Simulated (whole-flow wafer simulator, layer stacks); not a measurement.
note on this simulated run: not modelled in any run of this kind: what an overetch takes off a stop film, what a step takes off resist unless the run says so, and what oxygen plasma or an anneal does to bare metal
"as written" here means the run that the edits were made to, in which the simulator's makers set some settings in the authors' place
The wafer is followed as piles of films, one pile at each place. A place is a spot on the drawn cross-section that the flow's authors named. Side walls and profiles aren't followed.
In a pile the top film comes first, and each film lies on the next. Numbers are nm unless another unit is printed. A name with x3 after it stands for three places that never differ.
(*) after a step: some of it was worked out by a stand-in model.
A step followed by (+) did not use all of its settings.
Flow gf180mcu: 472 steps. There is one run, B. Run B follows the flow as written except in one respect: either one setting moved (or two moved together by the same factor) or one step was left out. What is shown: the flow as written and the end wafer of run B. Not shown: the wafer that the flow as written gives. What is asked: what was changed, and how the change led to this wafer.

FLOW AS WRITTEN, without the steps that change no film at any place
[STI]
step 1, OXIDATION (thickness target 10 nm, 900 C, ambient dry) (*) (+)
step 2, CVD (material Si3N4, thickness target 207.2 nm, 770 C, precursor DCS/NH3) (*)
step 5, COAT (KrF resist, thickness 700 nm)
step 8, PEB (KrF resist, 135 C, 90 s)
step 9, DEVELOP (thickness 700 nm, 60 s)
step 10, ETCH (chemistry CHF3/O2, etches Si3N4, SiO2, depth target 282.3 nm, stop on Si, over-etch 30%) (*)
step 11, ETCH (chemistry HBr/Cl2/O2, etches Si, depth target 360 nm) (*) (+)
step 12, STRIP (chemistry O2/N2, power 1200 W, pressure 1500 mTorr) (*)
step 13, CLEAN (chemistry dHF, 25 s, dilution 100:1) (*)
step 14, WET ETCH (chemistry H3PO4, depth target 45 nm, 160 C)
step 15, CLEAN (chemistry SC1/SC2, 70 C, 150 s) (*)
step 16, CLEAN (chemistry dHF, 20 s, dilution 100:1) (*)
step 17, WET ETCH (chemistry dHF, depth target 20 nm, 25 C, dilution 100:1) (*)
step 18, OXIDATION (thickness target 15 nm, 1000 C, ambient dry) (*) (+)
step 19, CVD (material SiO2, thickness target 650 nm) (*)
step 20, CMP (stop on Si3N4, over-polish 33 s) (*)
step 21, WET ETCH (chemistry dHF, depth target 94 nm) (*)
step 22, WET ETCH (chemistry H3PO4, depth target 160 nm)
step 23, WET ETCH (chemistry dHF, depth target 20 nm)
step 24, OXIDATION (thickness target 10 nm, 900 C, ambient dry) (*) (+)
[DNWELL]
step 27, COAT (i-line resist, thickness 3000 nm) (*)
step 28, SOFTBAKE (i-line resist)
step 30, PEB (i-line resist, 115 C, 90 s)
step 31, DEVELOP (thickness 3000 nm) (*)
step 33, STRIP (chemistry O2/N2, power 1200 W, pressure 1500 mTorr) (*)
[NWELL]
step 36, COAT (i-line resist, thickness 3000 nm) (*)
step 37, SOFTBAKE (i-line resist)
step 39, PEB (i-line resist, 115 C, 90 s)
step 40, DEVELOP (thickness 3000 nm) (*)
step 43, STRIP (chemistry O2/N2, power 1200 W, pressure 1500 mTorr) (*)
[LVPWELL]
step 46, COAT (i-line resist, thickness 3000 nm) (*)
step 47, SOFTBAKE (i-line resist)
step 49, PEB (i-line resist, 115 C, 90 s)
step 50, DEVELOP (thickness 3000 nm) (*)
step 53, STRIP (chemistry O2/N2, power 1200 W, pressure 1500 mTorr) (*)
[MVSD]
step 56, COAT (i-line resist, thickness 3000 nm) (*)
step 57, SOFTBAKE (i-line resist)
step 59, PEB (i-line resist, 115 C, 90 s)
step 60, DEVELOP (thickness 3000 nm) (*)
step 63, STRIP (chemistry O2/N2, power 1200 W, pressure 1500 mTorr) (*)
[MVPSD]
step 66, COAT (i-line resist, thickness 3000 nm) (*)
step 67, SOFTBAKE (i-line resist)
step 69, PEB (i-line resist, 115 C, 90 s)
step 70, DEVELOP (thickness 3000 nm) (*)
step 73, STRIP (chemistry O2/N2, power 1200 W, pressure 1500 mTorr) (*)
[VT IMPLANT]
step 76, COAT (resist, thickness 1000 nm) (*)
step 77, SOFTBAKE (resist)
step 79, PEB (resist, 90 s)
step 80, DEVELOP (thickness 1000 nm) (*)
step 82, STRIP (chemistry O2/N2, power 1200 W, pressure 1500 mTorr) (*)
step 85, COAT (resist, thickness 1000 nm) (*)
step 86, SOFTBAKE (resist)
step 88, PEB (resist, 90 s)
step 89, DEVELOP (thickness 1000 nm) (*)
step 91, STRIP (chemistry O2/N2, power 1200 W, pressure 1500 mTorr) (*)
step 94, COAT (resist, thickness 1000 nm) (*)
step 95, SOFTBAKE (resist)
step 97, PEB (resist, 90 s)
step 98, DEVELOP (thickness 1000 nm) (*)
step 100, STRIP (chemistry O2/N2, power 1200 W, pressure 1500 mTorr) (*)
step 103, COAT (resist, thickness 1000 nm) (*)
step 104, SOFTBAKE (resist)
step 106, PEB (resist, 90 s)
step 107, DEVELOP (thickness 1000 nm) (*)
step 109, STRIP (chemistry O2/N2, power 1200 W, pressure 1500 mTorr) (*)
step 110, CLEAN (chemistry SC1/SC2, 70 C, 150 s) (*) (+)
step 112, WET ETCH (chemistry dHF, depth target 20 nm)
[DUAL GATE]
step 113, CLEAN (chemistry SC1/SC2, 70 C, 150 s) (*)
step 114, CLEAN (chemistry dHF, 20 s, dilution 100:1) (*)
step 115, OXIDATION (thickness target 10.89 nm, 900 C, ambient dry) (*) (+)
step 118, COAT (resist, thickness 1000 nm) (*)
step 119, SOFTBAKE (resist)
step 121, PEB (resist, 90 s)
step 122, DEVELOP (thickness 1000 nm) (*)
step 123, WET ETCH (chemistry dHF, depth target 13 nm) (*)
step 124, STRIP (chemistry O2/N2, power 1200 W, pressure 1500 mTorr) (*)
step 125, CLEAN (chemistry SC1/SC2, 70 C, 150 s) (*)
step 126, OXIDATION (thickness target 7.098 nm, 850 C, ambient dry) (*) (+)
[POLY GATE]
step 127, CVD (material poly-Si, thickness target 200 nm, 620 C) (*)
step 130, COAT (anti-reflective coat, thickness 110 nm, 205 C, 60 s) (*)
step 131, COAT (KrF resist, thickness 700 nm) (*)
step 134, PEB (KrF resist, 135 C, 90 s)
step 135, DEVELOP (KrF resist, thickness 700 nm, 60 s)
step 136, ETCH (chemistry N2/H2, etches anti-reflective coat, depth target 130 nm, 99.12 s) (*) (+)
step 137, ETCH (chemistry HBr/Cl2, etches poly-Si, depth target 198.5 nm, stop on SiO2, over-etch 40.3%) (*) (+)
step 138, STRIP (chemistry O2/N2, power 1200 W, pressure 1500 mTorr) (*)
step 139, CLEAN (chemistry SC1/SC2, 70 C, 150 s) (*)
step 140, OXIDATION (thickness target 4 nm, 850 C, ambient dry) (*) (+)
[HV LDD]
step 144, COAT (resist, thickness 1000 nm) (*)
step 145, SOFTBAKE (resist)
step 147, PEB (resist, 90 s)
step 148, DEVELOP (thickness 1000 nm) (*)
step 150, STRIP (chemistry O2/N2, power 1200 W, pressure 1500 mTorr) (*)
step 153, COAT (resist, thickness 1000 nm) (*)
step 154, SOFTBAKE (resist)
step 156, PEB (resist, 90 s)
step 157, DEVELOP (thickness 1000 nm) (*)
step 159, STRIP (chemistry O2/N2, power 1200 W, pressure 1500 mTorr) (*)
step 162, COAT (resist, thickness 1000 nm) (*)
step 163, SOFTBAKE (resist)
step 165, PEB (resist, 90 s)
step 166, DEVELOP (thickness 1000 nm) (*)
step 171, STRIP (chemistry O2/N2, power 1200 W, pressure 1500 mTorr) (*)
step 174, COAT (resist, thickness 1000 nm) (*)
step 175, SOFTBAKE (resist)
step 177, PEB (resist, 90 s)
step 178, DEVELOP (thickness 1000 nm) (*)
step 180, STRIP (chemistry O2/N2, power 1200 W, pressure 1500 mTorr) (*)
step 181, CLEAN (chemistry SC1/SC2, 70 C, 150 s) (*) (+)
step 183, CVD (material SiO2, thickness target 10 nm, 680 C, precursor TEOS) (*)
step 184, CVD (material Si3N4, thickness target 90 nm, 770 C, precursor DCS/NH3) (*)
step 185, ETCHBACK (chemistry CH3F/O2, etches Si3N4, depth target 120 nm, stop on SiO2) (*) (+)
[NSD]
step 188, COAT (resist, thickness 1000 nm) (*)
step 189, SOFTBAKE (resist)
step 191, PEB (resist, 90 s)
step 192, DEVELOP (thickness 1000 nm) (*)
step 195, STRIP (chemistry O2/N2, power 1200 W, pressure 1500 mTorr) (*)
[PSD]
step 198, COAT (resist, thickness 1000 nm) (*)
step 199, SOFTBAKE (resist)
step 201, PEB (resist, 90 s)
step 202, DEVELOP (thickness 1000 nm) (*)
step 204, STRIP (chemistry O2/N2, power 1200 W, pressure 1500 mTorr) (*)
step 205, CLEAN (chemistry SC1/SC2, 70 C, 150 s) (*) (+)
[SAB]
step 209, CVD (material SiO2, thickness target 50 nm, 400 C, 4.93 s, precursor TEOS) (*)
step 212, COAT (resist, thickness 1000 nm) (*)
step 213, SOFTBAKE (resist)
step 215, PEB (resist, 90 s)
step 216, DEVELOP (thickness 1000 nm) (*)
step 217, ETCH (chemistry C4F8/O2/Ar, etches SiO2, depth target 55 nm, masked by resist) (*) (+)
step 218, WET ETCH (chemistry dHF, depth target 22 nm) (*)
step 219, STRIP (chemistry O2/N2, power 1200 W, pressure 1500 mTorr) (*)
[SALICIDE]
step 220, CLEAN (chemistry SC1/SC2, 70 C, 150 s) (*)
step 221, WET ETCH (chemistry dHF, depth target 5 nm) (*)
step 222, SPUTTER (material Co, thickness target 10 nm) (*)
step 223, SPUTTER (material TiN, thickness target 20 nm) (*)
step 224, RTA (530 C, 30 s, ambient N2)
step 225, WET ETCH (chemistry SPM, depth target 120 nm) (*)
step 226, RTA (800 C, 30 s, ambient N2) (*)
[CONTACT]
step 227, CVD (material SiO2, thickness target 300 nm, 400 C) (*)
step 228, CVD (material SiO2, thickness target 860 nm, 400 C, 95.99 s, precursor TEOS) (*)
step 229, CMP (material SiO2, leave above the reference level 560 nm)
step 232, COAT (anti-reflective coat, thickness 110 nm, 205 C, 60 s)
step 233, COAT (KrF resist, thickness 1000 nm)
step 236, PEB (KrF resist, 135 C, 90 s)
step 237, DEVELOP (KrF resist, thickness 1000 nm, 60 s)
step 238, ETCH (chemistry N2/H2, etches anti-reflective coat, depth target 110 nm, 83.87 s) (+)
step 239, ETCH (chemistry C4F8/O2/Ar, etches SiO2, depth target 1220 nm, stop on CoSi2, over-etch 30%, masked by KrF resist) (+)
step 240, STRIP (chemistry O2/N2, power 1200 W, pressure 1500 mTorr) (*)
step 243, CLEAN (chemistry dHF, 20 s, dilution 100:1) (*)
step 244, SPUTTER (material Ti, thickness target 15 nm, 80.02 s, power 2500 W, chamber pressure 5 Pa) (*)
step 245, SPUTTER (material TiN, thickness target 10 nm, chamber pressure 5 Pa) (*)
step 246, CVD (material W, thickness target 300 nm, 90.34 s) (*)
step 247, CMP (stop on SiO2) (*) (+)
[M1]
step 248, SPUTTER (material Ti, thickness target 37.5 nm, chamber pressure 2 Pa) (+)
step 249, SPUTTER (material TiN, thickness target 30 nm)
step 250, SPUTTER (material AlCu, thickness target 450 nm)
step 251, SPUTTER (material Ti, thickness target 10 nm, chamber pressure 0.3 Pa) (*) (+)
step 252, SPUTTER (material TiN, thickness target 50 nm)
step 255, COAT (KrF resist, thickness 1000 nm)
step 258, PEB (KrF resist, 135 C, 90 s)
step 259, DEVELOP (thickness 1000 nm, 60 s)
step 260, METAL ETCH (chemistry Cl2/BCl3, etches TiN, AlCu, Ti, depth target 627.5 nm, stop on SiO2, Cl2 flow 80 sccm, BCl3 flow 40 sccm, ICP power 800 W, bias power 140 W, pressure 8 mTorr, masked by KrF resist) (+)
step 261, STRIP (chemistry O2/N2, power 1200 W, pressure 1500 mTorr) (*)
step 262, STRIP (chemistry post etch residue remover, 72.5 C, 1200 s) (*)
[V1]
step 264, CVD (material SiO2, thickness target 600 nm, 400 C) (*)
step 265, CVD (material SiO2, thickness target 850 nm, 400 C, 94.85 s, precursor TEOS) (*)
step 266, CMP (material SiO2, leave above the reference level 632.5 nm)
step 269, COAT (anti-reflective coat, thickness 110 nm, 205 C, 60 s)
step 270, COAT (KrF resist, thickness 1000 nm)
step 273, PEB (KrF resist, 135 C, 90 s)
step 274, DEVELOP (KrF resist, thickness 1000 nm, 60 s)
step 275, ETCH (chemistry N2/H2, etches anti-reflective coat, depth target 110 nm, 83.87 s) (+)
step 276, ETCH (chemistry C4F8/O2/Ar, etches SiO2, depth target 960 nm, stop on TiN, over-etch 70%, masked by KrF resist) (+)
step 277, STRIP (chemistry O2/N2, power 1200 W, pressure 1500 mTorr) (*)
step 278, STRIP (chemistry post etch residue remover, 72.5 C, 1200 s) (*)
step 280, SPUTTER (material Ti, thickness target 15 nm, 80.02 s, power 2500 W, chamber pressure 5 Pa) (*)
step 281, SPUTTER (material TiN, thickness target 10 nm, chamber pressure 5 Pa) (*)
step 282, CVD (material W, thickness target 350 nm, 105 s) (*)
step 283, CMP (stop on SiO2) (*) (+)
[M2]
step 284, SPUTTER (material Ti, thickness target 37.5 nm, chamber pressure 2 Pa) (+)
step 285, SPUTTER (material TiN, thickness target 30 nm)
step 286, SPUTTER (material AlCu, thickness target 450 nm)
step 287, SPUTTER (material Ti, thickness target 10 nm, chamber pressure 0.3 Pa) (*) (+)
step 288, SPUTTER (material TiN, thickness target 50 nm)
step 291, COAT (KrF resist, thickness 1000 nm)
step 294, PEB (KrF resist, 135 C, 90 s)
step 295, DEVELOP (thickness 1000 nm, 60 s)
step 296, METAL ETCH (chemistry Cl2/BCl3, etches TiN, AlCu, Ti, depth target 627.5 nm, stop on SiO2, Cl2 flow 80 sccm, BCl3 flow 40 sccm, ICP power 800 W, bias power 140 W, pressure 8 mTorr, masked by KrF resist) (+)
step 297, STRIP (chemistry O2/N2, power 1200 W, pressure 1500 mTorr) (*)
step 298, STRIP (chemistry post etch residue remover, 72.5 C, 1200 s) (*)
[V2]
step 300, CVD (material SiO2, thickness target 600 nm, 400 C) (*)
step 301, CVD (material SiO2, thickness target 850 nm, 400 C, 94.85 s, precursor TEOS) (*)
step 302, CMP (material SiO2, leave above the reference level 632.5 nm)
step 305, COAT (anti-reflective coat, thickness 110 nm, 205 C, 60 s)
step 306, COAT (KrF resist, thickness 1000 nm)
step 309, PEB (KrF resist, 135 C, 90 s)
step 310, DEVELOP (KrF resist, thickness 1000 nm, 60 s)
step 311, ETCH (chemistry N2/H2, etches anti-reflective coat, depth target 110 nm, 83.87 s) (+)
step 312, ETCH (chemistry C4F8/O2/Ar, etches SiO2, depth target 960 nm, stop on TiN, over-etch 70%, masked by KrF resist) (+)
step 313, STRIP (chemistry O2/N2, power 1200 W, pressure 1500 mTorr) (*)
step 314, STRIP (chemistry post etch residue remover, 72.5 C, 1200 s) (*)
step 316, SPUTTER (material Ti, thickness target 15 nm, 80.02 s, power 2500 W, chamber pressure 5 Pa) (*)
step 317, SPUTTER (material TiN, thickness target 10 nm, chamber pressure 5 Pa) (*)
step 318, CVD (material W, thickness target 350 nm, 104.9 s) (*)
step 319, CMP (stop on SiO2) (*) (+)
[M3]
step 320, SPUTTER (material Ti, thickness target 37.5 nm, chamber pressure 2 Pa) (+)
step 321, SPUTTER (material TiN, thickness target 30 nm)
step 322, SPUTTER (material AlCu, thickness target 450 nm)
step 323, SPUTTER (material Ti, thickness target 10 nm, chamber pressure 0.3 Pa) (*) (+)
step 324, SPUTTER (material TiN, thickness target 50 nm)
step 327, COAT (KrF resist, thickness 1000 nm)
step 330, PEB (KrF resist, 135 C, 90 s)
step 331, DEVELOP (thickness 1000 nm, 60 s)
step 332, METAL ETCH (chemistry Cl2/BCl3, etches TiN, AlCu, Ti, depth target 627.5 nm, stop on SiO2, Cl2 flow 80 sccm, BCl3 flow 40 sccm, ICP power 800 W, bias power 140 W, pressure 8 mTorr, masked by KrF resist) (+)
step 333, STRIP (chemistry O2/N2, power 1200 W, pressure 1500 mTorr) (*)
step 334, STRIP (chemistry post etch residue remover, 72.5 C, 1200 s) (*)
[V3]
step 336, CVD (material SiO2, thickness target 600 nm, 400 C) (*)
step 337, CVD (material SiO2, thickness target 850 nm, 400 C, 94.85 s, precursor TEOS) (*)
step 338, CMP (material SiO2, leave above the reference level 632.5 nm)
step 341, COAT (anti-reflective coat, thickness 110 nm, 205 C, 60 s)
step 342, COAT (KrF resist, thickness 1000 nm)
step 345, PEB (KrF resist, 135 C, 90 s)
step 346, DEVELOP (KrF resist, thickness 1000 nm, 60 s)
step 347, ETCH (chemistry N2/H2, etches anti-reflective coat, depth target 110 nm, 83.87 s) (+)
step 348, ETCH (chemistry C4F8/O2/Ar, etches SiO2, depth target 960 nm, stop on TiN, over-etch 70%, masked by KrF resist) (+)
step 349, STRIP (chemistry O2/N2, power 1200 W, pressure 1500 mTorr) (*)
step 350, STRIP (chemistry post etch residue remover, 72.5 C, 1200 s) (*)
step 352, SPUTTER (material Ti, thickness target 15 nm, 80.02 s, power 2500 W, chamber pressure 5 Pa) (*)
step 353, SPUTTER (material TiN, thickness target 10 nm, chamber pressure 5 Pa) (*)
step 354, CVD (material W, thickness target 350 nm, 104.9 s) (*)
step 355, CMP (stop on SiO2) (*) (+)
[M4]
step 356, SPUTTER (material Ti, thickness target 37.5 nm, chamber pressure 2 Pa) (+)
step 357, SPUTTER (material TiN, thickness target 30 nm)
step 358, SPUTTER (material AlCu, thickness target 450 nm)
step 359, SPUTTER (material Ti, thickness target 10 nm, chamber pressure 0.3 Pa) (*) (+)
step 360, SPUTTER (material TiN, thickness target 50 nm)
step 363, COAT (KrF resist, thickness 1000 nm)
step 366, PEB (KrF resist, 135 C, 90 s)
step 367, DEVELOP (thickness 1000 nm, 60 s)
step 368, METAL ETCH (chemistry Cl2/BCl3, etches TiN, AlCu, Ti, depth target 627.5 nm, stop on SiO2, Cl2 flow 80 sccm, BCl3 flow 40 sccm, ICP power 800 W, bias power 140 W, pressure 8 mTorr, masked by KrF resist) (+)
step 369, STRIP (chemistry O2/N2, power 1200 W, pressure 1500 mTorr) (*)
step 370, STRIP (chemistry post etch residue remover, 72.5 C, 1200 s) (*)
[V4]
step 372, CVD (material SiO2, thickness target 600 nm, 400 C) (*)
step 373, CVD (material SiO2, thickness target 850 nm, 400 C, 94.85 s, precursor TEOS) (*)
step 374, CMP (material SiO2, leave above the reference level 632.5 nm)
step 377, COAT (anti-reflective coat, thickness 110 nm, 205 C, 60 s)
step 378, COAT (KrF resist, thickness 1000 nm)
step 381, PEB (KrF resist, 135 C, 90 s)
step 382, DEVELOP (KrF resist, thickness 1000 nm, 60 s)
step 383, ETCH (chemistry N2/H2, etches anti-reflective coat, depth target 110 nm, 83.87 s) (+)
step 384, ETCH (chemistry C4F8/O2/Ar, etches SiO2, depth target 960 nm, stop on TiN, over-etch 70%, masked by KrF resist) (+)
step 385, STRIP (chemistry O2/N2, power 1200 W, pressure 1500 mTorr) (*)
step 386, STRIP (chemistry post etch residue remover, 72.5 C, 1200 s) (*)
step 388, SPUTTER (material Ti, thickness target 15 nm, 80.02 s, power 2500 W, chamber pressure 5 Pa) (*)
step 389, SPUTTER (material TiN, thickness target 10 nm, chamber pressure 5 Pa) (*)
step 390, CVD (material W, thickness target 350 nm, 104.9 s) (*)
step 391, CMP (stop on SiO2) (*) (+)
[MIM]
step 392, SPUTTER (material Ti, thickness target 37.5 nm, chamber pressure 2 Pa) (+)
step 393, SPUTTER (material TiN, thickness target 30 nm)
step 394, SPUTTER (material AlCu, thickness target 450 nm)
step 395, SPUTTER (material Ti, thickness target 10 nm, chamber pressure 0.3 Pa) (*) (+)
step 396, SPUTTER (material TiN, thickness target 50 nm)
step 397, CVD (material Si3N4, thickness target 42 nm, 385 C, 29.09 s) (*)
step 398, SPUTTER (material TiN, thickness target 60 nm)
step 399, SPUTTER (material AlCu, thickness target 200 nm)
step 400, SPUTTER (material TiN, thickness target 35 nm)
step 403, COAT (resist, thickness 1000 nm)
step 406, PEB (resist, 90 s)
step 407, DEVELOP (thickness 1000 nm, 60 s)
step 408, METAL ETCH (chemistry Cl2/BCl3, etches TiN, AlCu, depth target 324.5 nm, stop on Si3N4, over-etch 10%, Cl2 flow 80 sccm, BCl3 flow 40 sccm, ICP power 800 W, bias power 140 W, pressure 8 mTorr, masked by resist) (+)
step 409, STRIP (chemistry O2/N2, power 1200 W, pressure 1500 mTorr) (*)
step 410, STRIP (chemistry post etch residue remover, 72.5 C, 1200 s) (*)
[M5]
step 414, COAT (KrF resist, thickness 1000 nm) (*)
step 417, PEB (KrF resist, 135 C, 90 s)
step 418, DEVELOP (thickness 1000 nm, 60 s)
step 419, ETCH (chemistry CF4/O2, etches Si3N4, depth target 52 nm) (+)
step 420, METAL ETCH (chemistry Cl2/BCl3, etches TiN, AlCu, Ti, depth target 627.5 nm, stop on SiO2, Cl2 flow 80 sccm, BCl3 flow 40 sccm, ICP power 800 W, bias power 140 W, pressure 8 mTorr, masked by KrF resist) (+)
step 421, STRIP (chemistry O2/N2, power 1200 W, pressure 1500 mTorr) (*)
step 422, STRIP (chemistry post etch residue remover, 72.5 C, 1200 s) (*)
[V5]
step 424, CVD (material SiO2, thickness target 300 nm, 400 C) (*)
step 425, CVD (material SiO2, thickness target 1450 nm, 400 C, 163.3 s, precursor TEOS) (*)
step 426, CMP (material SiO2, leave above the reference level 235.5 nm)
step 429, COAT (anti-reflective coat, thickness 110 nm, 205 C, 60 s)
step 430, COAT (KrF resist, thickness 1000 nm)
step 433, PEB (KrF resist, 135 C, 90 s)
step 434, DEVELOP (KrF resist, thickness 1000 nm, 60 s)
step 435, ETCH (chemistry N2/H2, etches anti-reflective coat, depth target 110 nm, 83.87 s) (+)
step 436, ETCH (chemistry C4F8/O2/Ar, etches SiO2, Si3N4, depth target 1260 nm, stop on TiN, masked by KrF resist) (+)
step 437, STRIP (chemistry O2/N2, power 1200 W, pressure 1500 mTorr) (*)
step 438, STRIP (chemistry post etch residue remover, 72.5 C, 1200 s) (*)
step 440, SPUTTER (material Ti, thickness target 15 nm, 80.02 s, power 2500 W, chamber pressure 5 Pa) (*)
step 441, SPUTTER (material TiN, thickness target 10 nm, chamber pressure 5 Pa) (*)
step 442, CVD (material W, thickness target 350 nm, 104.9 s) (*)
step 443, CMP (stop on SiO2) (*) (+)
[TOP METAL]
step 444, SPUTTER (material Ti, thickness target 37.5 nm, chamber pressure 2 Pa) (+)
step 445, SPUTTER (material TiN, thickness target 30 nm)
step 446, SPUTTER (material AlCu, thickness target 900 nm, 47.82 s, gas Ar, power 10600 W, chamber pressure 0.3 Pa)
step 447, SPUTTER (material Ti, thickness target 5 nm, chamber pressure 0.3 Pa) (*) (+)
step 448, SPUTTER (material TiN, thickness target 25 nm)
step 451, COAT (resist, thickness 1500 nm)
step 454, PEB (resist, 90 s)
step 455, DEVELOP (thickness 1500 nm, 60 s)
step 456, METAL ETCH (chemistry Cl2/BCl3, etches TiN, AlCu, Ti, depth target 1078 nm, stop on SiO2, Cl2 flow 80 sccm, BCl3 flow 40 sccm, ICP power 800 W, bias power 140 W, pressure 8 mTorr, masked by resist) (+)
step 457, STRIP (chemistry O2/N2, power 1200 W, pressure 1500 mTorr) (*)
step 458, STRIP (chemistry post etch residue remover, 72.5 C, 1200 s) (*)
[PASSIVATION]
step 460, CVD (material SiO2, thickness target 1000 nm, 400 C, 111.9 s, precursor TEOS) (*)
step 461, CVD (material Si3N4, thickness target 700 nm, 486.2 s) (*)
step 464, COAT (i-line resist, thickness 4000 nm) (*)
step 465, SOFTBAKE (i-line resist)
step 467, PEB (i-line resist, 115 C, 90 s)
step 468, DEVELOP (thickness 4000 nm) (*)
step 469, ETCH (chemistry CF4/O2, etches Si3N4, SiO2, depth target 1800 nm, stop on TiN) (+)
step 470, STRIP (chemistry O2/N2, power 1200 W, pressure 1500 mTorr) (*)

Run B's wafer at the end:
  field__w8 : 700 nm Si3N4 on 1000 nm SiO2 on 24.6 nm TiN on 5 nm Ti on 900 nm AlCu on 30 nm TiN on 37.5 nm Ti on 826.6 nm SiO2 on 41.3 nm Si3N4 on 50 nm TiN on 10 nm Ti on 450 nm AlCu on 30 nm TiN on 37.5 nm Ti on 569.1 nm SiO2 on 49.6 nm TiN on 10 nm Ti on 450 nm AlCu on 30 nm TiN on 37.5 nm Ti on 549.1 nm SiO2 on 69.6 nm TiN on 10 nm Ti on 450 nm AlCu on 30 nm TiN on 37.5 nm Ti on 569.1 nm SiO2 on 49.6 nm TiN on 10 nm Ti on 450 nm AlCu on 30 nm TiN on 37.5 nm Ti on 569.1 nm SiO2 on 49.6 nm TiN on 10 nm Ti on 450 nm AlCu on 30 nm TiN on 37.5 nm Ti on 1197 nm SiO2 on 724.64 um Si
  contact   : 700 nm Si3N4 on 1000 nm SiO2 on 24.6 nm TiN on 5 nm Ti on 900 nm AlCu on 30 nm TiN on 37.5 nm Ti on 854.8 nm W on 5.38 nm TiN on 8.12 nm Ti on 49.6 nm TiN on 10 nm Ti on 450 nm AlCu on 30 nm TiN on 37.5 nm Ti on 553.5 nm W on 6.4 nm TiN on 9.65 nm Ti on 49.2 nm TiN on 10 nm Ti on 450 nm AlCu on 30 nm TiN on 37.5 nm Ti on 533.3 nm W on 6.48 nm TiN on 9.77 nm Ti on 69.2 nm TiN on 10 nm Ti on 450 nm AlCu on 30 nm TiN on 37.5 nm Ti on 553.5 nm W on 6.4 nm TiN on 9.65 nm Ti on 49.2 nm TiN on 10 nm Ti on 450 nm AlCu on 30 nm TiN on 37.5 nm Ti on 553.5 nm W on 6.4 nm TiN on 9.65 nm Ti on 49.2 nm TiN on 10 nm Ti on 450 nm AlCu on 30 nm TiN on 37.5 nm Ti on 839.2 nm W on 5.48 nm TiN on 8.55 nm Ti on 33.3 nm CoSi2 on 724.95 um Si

What caused this: step 324, SPUTTER: thickness target 70 nm was run, whereas the flow has thickness target 50 nm.

The path from the change to this, step by step:
  step 324, SPUTTER (material TiN, thickness target 50 nm)
      field, field__w1, field__w2 and 108 more: +70 TiN (new film) (in the flow as written it would be: +50 TiN (new film))
  step 332, METAL ETCH (chemistry Cl2/BCl3, etches TiN, AlCu, Ti, depth target 627.5 nm, stop on SiO2, Cl2 flow 80 sccm, BCl3 flow 40 sccm, ICP power 800 W, bias power 140 W, pressure 8 mTorr, masked by KrF resist) (+)
      field, field__w1, field__w2 and 103 more: -70 TiN (all of it), -10 Ti (all of it), -450 AlCu (all of it), -30 TiN (all of it), -37.5 Ti (all of it) (in the flow as written it would be: -50 TiN (all of it), -10 Ti (all of it), -450 AlCu (all of it), -30 TiN (all of it), -37.5 Ti (all of it))
  step 338, CMP (material SiO2, leave above the reference level 632.5 nm)
      field__w8, contact, m1, m1__w1, m1_nw: -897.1 SiO2 (in the flow as written it would be: -877.1 SiO2)
  step 348, ETCH (chemistry C4F8/O2/Ar, etches SiO2, depth target 960 nm, stop on TiN, over-etch 70%, masked by KrF resist) (+)
      field, field__w1, field__w2 and 107 more: -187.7 KrF resist (in the flow as written it would be: -192 KrF resist)
      contact: -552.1 SiO2 (all of it) (in the flow as written it would be: -572.1 SiO2 (all of it))
  step 354, CVD (material W, thickness target 350 nm, 104.9 s) (*)
      contact: +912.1 W (new film) (in the flow as written it would be: +932.3 W (new film))
